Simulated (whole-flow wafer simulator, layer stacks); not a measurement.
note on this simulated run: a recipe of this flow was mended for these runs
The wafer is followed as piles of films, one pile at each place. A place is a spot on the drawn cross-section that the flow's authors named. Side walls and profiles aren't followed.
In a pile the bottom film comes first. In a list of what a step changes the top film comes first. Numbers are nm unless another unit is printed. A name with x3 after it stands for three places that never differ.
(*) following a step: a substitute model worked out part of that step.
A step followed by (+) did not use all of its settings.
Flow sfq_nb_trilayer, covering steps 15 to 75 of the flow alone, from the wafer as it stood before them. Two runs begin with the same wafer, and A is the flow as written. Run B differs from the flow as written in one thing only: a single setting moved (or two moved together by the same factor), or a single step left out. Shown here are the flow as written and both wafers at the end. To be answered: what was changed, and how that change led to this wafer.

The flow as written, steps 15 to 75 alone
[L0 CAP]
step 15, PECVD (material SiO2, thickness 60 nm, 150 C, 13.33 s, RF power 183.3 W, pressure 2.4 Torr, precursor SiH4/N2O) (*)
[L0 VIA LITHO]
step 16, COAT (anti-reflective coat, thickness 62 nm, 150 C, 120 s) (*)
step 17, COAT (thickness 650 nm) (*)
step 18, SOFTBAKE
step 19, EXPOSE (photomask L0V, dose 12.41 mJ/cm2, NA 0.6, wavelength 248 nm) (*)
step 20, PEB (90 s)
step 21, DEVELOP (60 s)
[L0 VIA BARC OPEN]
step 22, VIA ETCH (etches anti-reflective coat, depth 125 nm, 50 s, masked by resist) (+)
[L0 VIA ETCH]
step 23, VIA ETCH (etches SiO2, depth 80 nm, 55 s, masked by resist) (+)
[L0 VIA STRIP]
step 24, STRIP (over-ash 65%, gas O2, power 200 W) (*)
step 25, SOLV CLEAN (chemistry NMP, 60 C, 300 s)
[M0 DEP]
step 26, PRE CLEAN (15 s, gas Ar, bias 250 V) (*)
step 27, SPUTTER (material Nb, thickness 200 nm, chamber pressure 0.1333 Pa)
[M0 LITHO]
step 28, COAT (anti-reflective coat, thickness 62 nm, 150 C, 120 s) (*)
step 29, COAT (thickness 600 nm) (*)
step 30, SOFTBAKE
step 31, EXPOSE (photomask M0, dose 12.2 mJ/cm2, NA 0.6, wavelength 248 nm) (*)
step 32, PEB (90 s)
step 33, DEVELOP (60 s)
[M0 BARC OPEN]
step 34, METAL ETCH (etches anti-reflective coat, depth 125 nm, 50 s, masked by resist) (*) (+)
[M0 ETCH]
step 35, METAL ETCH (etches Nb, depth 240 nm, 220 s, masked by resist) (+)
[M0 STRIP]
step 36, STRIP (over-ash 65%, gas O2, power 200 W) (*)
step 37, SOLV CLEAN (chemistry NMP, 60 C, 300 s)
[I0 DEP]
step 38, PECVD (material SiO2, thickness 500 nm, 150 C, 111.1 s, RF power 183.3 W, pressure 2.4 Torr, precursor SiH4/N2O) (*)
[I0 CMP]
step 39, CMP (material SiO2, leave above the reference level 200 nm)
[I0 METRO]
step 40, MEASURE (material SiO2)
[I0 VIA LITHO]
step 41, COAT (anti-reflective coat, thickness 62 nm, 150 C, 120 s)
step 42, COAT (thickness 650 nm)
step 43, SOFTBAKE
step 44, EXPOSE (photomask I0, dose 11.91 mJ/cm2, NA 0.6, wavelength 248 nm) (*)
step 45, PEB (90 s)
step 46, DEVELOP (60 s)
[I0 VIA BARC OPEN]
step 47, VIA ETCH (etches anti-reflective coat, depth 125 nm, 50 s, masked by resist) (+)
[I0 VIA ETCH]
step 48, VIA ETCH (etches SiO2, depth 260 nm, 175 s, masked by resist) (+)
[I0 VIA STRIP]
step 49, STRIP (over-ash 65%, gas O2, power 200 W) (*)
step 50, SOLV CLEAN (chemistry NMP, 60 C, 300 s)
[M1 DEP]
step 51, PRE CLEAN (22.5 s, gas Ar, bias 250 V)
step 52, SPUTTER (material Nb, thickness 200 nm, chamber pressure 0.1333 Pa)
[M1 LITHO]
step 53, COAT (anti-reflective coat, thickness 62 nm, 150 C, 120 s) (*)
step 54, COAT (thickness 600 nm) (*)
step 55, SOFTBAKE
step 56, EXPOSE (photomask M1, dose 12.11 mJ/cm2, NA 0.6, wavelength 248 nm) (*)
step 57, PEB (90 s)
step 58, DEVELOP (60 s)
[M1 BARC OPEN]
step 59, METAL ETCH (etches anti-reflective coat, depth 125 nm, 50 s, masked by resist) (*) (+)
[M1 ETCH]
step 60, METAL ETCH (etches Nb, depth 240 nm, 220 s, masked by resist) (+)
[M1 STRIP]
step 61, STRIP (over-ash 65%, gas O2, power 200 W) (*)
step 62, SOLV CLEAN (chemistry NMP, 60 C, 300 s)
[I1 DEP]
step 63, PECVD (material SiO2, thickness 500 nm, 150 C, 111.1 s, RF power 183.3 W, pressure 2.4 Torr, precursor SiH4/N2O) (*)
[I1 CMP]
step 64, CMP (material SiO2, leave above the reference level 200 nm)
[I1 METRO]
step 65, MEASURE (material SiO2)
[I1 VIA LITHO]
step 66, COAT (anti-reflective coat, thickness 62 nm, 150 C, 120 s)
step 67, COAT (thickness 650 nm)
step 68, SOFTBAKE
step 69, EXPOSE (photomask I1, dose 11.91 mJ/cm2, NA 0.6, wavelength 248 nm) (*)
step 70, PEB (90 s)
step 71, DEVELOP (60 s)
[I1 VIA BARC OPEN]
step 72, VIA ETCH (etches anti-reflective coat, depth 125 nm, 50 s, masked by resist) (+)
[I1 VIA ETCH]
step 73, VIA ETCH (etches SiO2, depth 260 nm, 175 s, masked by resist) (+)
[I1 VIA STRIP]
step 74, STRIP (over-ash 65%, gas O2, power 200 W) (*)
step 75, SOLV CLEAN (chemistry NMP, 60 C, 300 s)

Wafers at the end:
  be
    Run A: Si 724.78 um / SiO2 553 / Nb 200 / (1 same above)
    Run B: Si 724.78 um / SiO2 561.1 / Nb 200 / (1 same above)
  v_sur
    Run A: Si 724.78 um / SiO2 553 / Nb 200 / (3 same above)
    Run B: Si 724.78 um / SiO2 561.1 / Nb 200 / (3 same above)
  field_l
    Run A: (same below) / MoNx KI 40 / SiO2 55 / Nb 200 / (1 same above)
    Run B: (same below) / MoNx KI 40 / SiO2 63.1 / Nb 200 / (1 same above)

The reason: step 15, PECVD: pressure 1.68 Torr was run, while the flow as written has pressure 2.4 Torr.

How this came from the change, step by step:
  step 15, PECVD (material SiO2, thickness 60 nm, 150 C, 13.33 s, RF power 183.3 W, pressure 2.4 Torr, precursor SiH4/N2O) (*)
      v_sur, via_wl, via_w and 97 more: A +60 SiO2 | B +68.1 SiO2
      field_l, l0_sur, l0v, l0r_line_l, l0r_line_c, l0r_line_r: A +60 SiO2 (new film) | B +68.1 SiO2 (new film)
  step 23, VIA ETCH (etches SiO2, depth 80 nm, 55 s, masked by resist) (+)
      l0v: A -59.7 SiO2 (all of it), -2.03 MoNx KI | B -67.8 SiO2 (all of it), -1.22 MoNx KI
  step 28, COAT (anti-reflective coat, thickness 62 nm, 150 C, 120 s) (*)
      l0_sur: A +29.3 anti-reflective coat (new film) | B +27.1 anti-reflective coat (new film)
      l0v: A +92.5 anti-reflective coat (new film) | B +95.3 anti-reflective coat (new film)
  step 36, STRIP (over-ash 65%, gas O2, power 200 W) (*)
      l0_sur: A -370 KrF-resist-other-grade (all of it), -29.3 anti-reflective coat (all of it) | B -370.9 KrF-resist-other-grade (all of it), -27.1 anti-reflective coat (all of it)
      l0v: A -374.1 KrF-resist-other-grade (all of it), -92.5 anti-reflective coat (all of it) | B -378.2 KrF-resist-other-grade (all of it), -95.3 anti-reflective coat (all of it)
  step 39, CMP (material SiO2, leave above the reference level 200 nm)
      l0v: A -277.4 SiO2 | B -268.9 SiO2
